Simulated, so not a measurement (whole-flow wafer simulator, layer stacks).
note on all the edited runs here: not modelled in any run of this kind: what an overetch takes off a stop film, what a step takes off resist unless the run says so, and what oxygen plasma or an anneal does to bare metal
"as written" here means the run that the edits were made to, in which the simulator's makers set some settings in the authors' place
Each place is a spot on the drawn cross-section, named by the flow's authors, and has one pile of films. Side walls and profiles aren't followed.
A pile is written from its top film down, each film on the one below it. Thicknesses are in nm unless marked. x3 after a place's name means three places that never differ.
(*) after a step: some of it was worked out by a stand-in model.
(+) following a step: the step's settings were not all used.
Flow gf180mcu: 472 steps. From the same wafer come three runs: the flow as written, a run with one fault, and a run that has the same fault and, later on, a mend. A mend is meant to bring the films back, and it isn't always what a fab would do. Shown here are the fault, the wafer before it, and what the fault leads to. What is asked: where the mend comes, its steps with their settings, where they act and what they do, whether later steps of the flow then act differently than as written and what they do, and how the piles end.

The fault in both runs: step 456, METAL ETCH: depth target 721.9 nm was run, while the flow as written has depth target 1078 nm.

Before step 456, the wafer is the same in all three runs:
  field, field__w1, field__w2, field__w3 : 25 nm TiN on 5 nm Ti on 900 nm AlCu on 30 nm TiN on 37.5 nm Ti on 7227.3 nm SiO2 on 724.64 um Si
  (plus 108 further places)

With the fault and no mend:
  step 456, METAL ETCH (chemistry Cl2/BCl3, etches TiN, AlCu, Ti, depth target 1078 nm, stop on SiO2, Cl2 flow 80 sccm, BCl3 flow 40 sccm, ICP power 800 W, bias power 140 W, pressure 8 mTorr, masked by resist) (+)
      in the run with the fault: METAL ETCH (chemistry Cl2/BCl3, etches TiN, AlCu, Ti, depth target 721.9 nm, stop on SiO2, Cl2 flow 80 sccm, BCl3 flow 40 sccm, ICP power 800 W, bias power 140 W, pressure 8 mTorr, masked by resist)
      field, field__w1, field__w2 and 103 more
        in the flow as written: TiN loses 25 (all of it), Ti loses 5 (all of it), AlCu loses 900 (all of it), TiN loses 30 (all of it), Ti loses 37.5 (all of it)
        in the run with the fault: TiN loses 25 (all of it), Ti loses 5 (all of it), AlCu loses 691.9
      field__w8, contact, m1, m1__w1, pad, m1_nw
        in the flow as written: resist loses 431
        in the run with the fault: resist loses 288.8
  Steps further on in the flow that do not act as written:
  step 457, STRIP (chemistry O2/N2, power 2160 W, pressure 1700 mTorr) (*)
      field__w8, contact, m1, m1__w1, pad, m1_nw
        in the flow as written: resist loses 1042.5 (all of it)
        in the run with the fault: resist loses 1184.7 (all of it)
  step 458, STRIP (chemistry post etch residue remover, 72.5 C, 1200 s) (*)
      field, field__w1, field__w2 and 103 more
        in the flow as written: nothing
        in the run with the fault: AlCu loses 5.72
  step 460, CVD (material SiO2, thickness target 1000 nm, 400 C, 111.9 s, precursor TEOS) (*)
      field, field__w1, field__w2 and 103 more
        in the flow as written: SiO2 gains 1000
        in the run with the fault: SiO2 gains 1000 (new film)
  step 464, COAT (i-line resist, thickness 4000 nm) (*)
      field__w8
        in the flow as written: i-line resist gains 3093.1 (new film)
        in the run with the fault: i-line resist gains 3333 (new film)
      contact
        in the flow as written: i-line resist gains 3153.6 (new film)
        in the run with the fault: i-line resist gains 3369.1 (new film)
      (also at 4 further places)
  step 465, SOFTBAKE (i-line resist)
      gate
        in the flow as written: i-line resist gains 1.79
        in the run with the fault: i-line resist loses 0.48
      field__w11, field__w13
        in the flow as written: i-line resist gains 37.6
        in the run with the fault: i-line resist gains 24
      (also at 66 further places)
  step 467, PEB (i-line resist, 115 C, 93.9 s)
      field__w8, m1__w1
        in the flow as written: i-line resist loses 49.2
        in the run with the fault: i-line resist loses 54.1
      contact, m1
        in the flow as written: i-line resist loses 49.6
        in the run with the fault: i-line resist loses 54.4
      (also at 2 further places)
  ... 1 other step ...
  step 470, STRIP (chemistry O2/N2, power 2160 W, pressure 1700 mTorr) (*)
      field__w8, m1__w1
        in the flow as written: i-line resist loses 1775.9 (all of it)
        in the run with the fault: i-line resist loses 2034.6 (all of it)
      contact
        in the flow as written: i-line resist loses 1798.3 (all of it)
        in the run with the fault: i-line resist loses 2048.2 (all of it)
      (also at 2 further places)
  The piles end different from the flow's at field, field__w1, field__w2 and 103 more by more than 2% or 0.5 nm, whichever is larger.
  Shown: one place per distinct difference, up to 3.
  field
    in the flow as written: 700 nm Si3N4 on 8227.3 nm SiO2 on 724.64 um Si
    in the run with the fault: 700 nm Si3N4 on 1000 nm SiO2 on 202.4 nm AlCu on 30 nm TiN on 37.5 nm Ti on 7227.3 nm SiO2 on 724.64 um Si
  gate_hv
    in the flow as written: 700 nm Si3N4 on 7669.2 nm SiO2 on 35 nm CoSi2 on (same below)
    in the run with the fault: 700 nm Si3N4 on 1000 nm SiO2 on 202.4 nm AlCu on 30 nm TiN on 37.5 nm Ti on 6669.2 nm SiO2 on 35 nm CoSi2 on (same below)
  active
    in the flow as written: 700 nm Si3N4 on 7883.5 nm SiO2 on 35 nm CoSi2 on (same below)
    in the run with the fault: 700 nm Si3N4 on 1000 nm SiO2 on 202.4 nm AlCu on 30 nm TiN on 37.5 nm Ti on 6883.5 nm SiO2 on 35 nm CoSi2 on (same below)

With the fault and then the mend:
  The mend follows step 456.
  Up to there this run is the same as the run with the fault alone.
  step 456a, METAL ETCH (chemistry Cl2/BCl3, etches TiN, AlCu, Ti, depth target 355.6 nm, stop on SiO2, Cl2 flow 80 sccm, BCl3 flow 40 sccm, ICP power 800 W, bias power 140 W, pressure 8 mTorr, masked by resist) (+) (the flow's step 456, run once more with other settings)
      field, field__w1, field__w2 and 103 more
        AlCu loses 208.1 (all of it), TiN loses 30 (all of it), Ti loses 37.5 (all of it)
      field__w8, contact, m1, m1__w1, pad, m1_nw
        resist loses 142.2
  None of the later steps of the flow acts differently than as written at any place that is followed.
  By the end, the piles equal the flow's at every place that both follow.
